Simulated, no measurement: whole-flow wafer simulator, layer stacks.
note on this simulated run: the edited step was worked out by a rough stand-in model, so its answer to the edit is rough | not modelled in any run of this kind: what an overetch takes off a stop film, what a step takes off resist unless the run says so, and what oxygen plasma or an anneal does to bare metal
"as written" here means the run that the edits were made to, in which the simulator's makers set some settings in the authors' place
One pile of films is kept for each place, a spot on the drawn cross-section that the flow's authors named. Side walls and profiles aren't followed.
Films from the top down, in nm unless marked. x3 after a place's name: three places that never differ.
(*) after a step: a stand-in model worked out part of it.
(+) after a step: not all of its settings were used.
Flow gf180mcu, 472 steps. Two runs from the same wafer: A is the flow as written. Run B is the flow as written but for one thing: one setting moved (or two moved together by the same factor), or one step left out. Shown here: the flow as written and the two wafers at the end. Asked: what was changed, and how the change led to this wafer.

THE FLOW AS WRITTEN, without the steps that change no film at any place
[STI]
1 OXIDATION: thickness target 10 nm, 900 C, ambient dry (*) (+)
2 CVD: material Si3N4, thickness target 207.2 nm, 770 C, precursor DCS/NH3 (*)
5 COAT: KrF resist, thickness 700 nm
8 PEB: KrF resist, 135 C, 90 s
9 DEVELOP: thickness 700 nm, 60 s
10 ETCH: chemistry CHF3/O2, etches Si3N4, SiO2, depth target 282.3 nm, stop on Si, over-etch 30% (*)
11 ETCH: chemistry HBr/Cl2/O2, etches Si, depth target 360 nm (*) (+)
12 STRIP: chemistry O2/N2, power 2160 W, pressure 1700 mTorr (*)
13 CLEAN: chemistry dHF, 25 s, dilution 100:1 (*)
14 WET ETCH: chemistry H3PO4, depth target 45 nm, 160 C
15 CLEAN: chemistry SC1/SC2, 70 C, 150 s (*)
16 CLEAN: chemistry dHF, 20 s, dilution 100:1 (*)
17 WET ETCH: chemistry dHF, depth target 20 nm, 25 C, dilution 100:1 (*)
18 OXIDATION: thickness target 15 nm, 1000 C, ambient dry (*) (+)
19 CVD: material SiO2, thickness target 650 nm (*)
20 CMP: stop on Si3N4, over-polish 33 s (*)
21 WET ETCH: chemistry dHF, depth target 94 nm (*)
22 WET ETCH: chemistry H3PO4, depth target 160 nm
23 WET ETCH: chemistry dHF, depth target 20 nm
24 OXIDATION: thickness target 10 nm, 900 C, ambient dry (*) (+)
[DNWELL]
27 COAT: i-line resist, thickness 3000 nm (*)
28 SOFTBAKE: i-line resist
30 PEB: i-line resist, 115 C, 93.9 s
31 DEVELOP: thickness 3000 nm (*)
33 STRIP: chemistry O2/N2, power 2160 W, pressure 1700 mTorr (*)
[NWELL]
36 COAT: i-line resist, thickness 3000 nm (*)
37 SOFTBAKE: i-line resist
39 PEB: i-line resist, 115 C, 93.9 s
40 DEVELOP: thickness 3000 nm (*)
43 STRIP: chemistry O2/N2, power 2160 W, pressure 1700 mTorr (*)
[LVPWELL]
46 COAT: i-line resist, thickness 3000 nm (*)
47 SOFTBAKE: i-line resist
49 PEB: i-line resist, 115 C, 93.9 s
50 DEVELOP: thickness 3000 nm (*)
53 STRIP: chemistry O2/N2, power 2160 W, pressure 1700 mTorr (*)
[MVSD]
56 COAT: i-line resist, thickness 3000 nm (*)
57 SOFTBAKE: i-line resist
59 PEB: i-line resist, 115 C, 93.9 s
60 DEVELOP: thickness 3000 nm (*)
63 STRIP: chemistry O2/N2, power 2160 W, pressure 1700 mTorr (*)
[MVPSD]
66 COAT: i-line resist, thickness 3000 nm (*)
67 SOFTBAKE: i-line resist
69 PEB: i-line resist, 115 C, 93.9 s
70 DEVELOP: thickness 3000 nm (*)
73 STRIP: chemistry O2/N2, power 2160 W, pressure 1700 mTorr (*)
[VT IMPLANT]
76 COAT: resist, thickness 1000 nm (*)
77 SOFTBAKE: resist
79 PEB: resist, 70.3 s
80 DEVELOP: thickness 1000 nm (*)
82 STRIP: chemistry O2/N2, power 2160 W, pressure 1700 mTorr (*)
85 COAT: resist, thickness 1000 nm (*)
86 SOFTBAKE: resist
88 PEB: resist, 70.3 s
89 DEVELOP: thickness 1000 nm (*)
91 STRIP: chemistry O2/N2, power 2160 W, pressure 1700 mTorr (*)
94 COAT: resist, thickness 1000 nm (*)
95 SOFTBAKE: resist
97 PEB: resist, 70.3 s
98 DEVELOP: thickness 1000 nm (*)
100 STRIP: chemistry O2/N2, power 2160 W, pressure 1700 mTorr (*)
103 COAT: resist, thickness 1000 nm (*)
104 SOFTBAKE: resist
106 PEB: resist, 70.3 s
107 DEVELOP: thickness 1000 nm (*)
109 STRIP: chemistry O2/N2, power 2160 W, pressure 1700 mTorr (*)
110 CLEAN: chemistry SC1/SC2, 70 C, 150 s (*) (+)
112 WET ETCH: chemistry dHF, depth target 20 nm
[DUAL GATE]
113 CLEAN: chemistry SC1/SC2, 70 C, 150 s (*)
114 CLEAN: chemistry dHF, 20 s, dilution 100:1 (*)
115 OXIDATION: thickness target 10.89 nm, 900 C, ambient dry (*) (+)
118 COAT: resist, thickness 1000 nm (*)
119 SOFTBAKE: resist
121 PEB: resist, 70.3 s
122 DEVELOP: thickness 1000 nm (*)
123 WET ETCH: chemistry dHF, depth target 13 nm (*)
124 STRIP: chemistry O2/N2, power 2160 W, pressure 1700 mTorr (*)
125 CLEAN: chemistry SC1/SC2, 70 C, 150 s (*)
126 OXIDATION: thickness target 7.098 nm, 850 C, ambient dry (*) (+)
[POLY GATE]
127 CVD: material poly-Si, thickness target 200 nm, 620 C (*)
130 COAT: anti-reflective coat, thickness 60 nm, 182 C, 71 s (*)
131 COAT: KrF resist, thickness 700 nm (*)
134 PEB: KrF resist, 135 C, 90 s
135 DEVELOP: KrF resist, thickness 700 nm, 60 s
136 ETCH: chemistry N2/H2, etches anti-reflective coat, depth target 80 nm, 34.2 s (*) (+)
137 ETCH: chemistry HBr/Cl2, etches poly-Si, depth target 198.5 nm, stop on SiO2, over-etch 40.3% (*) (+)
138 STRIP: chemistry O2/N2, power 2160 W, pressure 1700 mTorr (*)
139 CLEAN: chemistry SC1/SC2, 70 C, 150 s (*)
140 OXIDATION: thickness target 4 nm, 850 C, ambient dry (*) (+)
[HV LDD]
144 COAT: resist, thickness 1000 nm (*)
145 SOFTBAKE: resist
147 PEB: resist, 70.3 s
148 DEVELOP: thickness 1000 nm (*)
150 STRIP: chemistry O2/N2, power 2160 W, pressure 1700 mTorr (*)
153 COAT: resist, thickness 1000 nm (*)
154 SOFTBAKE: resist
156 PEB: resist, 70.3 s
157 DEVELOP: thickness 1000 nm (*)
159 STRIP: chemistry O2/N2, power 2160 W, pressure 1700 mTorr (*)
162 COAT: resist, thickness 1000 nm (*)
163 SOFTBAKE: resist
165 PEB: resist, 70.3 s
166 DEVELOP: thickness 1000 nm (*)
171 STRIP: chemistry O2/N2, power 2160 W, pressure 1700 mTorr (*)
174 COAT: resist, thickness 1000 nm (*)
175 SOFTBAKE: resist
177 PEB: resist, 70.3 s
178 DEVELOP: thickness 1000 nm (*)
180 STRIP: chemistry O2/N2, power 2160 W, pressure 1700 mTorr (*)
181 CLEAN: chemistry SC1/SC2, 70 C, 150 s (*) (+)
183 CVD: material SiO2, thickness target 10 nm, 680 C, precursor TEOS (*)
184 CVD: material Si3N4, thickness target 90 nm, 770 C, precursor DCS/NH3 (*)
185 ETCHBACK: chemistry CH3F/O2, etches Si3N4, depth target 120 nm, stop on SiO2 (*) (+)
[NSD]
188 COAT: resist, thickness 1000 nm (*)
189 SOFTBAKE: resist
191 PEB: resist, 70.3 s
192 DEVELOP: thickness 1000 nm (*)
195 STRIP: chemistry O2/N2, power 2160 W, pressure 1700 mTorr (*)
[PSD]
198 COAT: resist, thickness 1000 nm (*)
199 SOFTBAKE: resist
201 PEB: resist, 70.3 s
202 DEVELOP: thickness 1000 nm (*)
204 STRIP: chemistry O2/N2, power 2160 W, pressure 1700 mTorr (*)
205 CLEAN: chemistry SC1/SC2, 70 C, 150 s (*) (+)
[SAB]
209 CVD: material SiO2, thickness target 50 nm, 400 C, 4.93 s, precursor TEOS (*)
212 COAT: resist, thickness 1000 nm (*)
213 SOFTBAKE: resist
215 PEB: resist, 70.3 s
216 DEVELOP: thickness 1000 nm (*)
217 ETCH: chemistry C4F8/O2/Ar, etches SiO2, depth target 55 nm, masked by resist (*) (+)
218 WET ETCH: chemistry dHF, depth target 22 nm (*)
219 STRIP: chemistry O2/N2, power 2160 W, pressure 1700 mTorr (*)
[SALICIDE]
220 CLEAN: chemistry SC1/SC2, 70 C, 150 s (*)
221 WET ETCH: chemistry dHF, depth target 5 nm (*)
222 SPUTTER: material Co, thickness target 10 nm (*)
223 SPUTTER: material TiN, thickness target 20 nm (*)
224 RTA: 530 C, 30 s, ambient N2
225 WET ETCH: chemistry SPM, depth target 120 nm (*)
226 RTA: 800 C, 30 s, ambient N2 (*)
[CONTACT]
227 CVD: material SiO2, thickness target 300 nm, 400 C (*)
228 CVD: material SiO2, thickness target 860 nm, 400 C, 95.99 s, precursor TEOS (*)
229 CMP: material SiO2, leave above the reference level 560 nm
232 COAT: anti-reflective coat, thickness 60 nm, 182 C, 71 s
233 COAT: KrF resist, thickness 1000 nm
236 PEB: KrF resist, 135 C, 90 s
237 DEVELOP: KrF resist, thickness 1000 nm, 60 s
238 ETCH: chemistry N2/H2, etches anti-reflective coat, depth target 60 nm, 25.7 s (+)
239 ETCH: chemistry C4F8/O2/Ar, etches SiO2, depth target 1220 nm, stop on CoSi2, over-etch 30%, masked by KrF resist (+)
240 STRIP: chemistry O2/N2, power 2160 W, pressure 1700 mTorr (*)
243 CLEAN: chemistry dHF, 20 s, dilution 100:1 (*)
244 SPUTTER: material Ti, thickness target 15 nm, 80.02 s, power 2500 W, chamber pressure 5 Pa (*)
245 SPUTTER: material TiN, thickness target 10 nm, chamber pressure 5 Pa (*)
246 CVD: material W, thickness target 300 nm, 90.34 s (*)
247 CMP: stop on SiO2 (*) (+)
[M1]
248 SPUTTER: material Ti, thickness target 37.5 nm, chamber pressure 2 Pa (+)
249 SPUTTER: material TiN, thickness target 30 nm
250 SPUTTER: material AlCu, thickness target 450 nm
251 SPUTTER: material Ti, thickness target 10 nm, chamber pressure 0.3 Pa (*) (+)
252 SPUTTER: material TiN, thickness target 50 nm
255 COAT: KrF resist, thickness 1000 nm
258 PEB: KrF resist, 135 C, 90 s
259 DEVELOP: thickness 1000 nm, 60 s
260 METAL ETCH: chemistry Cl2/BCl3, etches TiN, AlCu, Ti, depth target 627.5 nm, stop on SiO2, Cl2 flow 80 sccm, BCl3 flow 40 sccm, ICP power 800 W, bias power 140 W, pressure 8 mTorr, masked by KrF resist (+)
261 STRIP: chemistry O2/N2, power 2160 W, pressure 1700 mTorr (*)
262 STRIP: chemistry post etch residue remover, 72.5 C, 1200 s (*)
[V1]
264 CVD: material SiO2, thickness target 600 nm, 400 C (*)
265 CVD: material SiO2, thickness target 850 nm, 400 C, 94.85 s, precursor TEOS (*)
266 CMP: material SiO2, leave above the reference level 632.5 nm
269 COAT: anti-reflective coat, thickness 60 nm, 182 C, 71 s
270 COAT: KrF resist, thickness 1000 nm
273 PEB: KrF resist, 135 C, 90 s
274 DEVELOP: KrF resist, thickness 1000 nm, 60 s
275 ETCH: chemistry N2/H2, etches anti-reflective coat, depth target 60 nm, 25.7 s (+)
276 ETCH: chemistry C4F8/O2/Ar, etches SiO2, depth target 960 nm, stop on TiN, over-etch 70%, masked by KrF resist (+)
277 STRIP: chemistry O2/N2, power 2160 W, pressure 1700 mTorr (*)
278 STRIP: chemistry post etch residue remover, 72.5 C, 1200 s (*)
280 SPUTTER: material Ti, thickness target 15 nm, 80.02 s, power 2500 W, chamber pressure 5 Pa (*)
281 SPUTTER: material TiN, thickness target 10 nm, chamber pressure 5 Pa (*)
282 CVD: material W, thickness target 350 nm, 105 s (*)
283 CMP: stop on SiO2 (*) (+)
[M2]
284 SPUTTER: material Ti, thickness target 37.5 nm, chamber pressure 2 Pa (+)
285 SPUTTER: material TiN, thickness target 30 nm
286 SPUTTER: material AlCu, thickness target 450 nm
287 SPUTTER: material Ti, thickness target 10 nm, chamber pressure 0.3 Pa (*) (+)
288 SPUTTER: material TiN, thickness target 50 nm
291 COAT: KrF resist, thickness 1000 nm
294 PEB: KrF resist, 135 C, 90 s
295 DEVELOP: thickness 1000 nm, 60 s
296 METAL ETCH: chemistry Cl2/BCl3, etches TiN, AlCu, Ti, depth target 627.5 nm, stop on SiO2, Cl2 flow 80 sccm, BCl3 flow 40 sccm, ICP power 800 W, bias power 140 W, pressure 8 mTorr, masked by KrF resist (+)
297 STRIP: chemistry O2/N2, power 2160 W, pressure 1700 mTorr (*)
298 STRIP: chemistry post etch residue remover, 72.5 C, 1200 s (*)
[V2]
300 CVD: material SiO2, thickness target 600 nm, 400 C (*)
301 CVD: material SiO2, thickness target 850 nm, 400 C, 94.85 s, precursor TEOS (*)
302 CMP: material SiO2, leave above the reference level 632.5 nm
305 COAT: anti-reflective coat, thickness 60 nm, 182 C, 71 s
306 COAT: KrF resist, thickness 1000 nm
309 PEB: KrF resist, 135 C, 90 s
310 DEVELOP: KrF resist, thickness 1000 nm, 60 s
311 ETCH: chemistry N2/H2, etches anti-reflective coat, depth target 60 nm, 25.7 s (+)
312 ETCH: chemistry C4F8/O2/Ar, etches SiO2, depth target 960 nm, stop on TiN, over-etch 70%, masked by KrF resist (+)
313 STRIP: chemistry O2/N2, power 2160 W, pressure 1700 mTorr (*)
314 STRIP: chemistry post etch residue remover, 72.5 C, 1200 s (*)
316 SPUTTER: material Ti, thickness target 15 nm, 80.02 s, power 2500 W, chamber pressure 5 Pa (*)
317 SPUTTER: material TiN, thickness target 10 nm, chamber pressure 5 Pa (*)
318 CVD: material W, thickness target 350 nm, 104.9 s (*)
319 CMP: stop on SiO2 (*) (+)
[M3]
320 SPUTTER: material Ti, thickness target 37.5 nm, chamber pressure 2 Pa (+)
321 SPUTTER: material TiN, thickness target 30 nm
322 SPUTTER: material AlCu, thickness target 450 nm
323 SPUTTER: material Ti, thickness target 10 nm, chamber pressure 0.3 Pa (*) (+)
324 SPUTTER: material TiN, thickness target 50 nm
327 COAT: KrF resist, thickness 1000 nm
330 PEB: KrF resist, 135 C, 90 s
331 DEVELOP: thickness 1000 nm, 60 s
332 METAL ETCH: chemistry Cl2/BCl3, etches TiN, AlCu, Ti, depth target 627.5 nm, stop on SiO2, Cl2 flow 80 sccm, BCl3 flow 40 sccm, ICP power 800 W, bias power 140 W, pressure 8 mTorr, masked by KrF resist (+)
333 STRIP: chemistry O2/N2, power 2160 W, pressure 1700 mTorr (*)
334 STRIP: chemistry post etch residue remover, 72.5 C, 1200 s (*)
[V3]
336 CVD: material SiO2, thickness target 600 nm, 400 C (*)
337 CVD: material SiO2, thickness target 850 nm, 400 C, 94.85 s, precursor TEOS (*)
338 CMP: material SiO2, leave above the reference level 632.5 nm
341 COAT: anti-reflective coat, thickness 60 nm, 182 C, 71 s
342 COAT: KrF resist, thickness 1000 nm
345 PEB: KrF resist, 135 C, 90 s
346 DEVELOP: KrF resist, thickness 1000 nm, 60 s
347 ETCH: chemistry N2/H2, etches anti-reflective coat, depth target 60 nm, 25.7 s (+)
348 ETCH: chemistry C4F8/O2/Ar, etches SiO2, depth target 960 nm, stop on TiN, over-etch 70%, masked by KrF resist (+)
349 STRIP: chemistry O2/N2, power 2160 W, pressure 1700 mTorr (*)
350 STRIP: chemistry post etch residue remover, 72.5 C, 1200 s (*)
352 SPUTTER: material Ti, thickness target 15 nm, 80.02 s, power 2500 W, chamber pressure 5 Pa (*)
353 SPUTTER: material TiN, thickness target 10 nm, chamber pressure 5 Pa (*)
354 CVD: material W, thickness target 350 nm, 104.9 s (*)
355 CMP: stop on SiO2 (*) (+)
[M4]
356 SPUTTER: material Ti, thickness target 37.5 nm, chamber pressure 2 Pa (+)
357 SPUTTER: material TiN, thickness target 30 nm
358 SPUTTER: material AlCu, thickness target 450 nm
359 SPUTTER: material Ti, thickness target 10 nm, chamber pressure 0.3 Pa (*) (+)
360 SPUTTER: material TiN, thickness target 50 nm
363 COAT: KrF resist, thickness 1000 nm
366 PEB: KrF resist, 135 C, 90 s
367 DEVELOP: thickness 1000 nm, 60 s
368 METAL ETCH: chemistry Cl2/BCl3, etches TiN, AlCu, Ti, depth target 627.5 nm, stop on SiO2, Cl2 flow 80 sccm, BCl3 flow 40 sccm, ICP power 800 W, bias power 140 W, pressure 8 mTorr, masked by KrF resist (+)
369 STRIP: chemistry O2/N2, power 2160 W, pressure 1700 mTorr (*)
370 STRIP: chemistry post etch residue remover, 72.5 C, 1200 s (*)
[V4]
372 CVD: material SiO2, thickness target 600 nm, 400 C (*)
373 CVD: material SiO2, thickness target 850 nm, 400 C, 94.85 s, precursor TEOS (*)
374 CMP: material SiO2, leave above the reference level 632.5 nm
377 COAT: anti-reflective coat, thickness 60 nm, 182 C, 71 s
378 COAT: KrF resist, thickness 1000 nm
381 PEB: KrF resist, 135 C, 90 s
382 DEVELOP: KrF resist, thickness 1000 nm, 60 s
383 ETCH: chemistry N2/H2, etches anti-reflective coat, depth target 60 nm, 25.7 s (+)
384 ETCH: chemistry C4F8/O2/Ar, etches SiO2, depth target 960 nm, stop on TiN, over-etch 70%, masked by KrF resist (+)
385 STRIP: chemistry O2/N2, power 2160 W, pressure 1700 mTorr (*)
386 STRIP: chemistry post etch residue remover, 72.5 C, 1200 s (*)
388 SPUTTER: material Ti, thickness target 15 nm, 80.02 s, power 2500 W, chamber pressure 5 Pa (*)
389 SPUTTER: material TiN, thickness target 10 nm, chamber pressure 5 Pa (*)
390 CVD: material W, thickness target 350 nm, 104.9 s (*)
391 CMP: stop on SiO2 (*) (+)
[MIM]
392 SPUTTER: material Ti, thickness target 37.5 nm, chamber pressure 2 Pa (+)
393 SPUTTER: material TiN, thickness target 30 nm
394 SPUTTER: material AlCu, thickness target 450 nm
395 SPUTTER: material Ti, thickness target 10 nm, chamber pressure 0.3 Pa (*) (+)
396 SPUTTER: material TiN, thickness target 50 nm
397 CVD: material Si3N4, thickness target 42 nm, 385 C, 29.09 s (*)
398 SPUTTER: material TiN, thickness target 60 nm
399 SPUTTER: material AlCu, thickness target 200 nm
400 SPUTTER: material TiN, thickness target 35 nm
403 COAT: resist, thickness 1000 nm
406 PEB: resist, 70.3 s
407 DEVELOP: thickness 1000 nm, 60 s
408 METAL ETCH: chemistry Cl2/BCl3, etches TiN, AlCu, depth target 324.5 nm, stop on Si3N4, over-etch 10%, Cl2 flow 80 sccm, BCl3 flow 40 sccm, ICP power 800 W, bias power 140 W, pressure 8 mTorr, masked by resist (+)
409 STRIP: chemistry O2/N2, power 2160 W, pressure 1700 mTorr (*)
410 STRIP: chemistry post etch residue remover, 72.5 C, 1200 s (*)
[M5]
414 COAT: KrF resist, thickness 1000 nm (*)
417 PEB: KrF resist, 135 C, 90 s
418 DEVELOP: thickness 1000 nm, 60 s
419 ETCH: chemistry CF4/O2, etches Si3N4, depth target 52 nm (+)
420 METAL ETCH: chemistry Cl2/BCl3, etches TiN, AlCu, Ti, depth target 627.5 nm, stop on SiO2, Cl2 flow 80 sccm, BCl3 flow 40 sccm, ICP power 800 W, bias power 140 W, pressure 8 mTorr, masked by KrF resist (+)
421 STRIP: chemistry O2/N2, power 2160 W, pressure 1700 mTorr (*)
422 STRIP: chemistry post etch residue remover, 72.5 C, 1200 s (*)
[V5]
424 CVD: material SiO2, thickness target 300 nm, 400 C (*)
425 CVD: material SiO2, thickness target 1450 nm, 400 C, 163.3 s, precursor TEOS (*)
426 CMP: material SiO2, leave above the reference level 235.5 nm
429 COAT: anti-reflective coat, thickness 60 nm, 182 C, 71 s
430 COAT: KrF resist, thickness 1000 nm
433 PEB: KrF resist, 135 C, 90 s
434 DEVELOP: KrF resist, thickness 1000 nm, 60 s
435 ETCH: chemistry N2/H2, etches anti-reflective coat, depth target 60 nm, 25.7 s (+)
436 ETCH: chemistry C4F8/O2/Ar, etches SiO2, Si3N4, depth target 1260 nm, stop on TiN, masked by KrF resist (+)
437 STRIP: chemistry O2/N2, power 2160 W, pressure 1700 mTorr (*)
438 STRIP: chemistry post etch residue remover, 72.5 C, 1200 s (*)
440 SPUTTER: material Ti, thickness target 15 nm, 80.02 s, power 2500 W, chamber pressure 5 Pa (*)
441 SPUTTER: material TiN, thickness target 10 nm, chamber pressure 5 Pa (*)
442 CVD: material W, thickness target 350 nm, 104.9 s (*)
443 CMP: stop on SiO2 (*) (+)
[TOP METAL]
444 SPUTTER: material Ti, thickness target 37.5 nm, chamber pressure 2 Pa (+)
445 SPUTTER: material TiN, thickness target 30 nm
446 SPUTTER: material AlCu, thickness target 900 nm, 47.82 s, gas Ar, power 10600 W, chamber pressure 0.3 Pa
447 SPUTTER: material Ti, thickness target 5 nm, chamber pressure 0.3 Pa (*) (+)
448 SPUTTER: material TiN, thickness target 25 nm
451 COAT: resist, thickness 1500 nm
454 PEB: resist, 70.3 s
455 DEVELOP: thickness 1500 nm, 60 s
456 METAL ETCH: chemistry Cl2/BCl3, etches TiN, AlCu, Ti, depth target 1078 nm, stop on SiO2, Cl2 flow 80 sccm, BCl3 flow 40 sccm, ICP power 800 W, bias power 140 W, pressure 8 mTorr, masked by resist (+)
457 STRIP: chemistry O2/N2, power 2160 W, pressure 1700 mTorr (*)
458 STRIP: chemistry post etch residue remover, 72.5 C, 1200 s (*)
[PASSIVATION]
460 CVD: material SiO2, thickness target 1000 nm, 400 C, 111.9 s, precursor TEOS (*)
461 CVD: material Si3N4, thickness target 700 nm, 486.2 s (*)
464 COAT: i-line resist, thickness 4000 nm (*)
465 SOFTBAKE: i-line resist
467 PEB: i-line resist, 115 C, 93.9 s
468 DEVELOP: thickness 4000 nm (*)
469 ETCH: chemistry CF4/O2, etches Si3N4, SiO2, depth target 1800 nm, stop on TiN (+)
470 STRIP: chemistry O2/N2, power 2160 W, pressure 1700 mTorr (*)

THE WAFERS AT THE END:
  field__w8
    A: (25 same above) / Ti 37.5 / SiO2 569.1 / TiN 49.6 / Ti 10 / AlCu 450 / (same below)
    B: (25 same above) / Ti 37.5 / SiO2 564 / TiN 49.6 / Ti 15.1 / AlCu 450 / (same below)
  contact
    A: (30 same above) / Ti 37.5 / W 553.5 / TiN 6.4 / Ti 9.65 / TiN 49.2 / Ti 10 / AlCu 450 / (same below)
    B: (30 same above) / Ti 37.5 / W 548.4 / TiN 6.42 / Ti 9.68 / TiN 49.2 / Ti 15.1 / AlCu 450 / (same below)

The cause: step 287, SPUTTER: thickness target 15.1 nm was run, where the flow has thickness target 10 nm.
It can be read off the wafer: field__w8 has Ti 15.1, and step 287 as written asks for 10 nm.

How the change led to this, step by step:
  287 SPUTTER: material Ti, thickness target 10 nm, chamber pressure 0.3 Pa (*) (+)
      field, field__w1, field__w2 and 108 more: A Ti +10 (new film) | B Ti +15.1 (new film)
  296 METAL ETCH: chemistry Cl2/BCl3, etches TiN, AlCu, Ti, depth target 627.5 nm, stop on SiO2, Cl2 flow 80 sccm, BCl3 flow 40 sccm, ICP power 800 W, bias power 140 W, pressure 8 mTorr, masked by KrF resist (+)
      field, field__w1, field__w2 and 103 more: A TiN -50 (all of it), Ti -10 (all of it), AlCu -450 (all of it), TiN -30 (all of it), Ti -37.5 (all of it) | B TiN -50 (all of it), Ti -15.1 (all of it), AlCu -450 (all of it), TiN -30 (all of it), Ti -37.5 (all of it)
